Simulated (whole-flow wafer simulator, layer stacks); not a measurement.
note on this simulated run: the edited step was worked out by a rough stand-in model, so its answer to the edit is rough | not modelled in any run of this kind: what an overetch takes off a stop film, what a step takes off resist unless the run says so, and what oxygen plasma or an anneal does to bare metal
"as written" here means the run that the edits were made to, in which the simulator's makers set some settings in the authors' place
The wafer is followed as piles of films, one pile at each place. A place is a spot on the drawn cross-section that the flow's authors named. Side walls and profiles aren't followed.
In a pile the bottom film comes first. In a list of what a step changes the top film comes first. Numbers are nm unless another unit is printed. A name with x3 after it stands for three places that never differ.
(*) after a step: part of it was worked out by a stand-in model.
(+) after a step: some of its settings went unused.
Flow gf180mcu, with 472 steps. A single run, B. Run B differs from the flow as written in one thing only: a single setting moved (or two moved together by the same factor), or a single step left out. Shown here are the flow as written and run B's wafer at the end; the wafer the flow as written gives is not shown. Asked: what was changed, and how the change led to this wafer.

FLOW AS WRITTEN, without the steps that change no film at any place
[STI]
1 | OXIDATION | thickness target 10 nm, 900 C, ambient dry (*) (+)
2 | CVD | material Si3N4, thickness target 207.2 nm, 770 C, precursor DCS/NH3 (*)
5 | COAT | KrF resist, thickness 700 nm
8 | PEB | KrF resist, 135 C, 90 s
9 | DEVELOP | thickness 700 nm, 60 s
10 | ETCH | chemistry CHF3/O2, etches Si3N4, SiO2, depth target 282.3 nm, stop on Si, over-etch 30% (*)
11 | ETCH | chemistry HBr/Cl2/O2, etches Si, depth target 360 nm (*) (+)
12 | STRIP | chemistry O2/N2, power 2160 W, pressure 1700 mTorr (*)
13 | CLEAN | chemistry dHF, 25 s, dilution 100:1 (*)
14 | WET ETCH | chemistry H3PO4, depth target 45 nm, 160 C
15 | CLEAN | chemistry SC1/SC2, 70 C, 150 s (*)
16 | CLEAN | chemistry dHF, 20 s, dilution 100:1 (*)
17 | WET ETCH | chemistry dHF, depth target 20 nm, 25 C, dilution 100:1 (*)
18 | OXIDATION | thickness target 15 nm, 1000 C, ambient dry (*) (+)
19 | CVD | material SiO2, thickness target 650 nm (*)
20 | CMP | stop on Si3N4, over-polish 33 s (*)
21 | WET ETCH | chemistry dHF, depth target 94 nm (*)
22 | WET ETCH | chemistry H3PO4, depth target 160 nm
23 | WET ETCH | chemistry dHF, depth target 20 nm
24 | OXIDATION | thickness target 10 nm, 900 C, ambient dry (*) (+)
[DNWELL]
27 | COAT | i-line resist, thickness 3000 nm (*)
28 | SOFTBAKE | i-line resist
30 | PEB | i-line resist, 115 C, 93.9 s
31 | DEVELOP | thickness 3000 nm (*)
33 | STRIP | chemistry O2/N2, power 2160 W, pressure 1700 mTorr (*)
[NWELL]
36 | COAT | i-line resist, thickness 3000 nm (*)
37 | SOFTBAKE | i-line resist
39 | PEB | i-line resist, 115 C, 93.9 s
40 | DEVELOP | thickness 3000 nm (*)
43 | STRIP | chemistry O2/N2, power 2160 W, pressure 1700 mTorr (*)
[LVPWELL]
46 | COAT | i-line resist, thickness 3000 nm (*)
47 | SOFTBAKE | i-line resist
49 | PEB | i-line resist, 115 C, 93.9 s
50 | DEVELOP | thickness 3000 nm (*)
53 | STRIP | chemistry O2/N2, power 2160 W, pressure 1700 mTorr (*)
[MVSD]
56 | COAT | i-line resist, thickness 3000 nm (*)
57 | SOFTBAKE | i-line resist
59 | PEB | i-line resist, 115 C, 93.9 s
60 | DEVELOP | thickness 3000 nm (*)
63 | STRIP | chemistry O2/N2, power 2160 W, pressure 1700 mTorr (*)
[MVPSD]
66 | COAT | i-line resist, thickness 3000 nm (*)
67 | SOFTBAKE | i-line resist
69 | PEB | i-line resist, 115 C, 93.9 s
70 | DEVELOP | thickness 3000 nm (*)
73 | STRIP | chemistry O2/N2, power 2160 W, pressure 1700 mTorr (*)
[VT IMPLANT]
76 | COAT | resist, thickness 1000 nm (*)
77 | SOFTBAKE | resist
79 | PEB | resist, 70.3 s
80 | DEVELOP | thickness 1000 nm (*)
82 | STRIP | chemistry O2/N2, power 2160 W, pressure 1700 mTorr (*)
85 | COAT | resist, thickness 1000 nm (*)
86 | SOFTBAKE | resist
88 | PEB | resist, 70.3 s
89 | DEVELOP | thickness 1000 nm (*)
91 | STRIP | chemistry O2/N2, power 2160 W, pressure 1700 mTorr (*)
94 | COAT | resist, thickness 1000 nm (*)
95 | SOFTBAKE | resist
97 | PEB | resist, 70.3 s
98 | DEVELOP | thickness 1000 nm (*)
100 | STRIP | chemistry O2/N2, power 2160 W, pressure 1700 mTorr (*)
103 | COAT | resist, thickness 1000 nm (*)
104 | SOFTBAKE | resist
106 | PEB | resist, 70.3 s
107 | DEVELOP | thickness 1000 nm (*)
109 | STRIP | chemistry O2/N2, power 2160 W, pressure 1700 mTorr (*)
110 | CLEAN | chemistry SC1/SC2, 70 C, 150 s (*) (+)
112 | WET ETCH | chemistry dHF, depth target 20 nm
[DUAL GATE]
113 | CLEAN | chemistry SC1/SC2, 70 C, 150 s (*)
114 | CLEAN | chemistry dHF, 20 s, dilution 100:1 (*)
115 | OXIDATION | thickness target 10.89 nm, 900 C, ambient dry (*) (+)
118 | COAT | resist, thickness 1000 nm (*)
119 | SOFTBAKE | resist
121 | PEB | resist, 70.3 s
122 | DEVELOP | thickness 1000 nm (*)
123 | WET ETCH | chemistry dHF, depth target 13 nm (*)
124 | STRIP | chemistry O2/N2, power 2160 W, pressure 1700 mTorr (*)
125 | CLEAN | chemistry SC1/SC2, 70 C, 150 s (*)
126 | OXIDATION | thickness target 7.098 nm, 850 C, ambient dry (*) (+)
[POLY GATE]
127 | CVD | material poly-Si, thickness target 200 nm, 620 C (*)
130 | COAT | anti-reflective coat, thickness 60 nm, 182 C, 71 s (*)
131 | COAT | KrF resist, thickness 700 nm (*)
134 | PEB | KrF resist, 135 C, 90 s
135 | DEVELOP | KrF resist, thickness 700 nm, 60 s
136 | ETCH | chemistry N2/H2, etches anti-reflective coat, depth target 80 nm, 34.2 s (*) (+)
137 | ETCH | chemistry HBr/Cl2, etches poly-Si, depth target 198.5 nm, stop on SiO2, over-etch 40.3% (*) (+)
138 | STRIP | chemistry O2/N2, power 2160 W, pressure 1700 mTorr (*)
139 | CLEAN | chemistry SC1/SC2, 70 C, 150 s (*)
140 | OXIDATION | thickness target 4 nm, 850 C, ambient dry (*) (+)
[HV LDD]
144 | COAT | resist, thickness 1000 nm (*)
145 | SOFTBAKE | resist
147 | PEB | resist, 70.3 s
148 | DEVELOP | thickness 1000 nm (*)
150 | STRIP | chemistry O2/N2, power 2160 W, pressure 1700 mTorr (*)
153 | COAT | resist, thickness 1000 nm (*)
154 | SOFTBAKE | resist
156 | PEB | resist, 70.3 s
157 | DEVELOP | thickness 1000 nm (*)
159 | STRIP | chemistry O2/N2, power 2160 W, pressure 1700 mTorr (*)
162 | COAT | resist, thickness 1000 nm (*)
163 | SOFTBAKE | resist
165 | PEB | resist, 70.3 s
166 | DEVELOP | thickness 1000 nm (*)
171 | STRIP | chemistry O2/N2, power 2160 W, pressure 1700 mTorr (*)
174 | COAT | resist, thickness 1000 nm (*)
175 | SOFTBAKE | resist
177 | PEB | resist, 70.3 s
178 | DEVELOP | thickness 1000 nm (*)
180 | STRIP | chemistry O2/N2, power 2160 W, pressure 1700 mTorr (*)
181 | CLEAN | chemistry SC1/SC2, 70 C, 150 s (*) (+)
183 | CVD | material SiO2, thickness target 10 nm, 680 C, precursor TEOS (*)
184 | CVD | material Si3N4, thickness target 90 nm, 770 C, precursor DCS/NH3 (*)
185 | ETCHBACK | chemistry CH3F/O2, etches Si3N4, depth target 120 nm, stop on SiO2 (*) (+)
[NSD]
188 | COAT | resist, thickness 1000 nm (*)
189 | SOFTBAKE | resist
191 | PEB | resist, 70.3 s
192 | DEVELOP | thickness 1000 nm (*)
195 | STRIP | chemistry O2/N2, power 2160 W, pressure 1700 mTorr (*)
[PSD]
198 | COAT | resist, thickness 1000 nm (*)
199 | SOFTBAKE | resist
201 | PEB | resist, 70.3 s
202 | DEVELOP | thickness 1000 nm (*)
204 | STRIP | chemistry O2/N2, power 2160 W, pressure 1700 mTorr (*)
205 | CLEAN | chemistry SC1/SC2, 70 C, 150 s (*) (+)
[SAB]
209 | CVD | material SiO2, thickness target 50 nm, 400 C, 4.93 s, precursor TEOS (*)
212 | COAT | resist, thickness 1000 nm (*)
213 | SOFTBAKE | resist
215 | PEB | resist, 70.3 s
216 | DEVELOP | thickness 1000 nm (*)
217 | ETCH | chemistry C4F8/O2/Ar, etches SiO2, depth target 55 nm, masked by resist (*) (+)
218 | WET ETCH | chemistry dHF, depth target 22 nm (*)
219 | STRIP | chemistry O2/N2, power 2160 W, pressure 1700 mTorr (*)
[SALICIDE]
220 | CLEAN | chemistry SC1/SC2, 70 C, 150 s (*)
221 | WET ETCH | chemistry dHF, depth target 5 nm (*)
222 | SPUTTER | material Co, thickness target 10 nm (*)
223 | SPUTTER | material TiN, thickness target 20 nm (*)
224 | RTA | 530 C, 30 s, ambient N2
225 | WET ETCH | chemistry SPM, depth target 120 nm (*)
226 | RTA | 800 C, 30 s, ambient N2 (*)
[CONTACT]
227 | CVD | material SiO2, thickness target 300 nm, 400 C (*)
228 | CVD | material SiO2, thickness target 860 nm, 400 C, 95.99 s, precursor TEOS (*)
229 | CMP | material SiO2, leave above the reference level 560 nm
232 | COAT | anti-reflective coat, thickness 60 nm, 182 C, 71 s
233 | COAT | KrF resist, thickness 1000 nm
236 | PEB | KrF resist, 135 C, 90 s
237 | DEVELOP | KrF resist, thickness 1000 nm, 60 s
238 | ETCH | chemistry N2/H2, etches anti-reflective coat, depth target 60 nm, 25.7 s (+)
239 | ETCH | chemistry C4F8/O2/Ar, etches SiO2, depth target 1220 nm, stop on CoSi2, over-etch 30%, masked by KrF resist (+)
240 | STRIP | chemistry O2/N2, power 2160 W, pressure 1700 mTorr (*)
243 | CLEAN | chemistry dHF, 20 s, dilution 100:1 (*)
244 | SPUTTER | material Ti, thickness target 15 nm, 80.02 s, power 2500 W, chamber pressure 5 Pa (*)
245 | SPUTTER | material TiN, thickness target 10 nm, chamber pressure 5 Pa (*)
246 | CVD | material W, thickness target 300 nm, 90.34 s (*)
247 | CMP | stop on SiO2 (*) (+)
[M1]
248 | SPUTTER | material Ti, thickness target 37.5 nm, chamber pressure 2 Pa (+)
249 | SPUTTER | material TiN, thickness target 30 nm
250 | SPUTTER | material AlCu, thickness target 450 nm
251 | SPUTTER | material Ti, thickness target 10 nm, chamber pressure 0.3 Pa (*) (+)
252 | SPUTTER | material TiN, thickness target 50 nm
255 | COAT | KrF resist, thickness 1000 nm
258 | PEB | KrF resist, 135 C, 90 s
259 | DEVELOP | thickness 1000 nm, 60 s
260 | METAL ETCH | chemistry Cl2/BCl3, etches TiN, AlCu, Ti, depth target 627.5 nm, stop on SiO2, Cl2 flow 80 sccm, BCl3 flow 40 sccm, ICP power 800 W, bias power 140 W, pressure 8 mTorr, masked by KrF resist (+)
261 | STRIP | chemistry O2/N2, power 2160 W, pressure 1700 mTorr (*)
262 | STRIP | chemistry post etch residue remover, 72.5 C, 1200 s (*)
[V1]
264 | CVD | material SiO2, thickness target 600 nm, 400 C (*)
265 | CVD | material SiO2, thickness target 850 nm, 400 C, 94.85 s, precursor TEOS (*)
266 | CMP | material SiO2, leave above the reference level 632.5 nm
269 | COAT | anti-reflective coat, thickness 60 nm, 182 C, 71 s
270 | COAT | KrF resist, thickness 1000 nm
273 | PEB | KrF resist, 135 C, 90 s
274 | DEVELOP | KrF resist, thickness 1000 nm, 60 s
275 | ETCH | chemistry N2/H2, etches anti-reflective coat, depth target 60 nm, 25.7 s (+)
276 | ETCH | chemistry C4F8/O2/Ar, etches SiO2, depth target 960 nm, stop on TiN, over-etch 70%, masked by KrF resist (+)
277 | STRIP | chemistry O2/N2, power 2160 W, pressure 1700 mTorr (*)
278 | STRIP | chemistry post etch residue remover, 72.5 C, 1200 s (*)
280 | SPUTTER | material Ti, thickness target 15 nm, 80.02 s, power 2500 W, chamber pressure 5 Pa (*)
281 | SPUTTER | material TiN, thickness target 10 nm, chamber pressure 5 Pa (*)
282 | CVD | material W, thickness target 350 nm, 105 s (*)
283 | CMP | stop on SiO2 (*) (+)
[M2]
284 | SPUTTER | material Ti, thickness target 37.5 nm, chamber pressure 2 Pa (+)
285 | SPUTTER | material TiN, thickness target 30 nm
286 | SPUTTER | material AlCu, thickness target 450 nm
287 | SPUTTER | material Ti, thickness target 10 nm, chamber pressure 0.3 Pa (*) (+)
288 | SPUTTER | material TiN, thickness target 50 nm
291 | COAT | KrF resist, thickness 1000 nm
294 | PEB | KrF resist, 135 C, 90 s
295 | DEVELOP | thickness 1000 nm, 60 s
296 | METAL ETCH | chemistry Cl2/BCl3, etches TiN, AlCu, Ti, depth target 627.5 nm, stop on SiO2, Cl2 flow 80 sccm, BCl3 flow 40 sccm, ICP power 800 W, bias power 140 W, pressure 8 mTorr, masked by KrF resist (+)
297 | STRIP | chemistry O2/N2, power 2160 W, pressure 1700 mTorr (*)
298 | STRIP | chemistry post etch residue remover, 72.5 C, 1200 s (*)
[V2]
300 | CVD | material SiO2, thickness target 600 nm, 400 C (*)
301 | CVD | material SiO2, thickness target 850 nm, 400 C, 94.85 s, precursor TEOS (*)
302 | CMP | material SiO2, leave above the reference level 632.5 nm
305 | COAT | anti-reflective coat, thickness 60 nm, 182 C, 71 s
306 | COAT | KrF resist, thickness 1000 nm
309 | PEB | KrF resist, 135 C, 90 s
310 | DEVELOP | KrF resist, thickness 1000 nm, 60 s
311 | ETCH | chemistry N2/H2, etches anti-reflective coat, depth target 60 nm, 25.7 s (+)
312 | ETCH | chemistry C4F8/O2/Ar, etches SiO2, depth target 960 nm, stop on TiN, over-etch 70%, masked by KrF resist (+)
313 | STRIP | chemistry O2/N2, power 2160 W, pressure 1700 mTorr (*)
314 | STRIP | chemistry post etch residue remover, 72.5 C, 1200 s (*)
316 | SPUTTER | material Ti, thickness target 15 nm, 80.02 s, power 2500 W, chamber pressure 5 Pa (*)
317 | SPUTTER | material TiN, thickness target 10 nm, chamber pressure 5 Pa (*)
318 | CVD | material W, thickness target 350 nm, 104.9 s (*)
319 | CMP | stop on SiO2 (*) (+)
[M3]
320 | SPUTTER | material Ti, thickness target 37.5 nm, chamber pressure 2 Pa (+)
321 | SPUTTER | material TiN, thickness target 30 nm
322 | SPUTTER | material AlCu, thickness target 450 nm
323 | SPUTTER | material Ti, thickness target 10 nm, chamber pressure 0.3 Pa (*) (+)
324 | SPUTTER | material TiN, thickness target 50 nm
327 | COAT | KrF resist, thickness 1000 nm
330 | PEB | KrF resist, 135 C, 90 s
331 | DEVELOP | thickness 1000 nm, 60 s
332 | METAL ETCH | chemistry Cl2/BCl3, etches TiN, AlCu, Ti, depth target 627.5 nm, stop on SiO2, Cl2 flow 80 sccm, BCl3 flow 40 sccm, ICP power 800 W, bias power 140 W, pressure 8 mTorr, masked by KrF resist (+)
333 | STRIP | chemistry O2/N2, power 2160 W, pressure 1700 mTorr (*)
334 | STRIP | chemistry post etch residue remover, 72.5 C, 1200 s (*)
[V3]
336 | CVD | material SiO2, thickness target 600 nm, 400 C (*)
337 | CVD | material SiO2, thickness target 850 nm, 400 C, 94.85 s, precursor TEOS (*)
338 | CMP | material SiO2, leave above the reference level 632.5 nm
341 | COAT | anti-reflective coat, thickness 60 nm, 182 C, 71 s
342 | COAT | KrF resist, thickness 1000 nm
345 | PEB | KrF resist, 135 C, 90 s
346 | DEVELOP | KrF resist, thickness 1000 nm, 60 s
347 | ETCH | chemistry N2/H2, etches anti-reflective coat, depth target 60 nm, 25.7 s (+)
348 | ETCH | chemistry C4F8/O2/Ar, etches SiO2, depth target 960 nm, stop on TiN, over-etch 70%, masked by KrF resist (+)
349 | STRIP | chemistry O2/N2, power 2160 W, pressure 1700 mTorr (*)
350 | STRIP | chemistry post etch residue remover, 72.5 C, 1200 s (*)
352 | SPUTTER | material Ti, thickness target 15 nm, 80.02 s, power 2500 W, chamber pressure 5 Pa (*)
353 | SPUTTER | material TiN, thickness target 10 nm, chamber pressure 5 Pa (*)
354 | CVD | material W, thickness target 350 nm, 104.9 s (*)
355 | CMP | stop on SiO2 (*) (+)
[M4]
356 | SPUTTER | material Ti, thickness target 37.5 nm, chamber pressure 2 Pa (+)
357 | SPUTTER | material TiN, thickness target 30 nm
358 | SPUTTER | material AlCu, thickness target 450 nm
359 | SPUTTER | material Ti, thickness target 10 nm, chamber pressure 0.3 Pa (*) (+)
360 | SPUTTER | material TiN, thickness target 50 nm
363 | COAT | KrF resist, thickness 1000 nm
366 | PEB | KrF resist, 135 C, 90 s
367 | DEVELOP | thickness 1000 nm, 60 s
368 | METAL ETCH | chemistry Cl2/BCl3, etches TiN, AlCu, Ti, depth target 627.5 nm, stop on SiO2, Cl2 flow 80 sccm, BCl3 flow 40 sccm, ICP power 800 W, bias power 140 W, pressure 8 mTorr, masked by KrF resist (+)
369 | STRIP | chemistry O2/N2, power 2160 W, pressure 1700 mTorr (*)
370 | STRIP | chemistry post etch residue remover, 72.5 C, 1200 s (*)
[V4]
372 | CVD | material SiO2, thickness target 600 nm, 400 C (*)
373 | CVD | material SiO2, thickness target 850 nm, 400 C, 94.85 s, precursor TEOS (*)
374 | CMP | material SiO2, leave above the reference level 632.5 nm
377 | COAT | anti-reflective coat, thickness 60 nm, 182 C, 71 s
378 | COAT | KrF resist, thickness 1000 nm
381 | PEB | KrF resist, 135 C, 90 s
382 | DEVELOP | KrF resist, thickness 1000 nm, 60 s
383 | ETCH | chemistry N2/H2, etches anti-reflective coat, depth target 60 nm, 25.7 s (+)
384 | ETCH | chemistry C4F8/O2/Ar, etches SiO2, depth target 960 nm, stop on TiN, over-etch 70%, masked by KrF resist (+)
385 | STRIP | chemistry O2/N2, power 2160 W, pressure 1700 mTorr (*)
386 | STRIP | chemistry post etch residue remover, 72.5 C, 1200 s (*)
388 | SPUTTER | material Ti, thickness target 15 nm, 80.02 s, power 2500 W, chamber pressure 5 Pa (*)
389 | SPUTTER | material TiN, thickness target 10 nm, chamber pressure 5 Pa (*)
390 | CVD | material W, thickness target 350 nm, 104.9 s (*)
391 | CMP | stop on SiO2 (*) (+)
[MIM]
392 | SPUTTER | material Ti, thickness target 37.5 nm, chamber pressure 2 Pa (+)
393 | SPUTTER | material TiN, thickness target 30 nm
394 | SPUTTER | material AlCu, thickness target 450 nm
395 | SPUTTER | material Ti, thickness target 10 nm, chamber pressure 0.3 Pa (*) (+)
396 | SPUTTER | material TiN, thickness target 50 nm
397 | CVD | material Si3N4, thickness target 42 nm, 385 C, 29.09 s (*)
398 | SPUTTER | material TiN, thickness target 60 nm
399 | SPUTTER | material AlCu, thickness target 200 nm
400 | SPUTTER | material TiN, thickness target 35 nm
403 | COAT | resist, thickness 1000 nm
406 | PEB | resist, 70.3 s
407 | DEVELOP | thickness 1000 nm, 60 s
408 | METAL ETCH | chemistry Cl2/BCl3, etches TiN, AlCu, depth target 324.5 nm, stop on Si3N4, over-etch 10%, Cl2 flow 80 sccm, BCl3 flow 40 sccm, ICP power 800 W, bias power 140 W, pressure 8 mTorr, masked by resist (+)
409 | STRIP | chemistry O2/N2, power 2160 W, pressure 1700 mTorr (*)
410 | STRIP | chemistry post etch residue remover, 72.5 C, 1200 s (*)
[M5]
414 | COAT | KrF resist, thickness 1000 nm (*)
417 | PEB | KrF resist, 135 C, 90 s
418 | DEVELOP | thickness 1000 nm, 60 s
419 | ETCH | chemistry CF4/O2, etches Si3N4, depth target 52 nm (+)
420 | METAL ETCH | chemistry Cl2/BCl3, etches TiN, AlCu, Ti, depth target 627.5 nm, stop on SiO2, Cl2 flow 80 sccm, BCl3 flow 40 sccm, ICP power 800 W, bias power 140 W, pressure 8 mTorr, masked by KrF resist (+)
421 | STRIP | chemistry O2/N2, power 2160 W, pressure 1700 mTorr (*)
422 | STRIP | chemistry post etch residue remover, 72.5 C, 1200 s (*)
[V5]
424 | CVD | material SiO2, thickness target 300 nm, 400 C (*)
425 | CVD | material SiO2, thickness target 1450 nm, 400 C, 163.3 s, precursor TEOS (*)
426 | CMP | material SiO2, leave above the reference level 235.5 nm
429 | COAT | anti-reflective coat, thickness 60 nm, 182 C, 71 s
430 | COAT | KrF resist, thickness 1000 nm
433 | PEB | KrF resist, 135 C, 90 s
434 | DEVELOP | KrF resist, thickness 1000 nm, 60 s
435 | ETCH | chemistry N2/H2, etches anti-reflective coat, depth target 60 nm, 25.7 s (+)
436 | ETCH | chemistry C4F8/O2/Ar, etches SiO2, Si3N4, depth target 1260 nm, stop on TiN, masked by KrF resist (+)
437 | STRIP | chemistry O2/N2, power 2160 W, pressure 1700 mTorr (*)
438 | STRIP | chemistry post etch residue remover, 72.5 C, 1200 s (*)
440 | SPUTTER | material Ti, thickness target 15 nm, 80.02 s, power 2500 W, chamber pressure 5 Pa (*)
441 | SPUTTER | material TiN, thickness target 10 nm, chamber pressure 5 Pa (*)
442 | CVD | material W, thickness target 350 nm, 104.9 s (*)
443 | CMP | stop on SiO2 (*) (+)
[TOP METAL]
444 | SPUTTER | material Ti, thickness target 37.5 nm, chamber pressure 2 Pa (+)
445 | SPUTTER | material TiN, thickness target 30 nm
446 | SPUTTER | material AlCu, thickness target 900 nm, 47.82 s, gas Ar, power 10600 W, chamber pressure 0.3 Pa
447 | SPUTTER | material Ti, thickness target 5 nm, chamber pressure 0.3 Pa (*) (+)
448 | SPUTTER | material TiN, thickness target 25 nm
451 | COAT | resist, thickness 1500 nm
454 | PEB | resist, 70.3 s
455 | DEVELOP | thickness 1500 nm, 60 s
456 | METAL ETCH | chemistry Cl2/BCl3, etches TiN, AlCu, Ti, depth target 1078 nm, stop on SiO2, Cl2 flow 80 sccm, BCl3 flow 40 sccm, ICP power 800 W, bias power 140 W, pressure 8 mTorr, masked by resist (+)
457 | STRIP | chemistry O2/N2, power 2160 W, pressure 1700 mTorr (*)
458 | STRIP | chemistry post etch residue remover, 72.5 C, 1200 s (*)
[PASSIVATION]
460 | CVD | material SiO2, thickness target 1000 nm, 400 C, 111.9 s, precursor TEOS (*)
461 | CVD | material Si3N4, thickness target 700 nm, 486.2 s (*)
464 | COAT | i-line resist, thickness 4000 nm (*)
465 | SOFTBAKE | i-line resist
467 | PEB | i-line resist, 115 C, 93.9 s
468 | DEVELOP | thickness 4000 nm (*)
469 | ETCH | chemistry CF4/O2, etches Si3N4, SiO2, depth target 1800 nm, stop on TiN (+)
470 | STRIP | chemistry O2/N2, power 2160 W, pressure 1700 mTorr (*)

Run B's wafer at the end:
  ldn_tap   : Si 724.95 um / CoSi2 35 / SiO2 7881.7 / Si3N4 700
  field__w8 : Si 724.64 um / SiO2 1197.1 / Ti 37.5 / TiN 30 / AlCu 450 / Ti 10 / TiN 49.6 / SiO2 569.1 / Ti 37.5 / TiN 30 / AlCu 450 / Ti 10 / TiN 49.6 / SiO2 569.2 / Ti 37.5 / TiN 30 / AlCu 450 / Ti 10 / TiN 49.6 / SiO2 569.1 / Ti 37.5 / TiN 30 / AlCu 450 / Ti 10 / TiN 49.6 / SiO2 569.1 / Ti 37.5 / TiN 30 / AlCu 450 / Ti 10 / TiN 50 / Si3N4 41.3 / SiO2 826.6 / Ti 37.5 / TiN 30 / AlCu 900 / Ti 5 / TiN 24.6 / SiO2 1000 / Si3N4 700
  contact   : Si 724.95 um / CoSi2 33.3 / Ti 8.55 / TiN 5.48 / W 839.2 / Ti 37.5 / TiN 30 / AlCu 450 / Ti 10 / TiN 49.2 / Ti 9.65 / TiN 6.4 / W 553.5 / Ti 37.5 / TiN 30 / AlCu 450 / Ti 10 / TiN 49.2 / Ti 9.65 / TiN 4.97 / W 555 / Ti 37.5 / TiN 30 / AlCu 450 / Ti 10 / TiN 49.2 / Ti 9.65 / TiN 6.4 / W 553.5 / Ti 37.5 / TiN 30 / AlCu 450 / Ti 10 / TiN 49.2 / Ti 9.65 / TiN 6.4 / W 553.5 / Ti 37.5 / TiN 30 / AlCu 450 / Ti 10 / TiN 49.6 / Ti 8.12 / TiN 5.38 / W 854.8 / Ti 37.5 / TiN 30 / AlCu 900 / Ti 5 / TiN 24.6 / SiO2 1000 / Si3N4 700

Cause: step 317, SPUTTER: thickness target 7.75 nm was run, while the flow as written has thickness target 10 nm.

The path from the change to this, step by step:
  317 | SPUTTER | material TiN, thickness target 10 nm, chamber pressure 5 Pa (*)
      field, field__w1, field__w2 and 107 more: TiN gains 7.75 (new film) (it would be, as written: TiN gains 10 (new film))
      contact: TiN gains 4.97 (new film) (it would be, as written: TiN gains 6.4 (new film))
  319 | CMP | stop on SiO2 (*) (+)
      field, field__w1, field__w2 and 107 more: W loses 350 (all of it), TiN loses 7.75 (all of it), Ti loses 15 (all of it), SiO2 loses 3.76 (it would be, as written: W loses 350 (all of it), TiN loses 10 (all of it), Ti loses 15 (all of it), SiO2 loses 3.78)
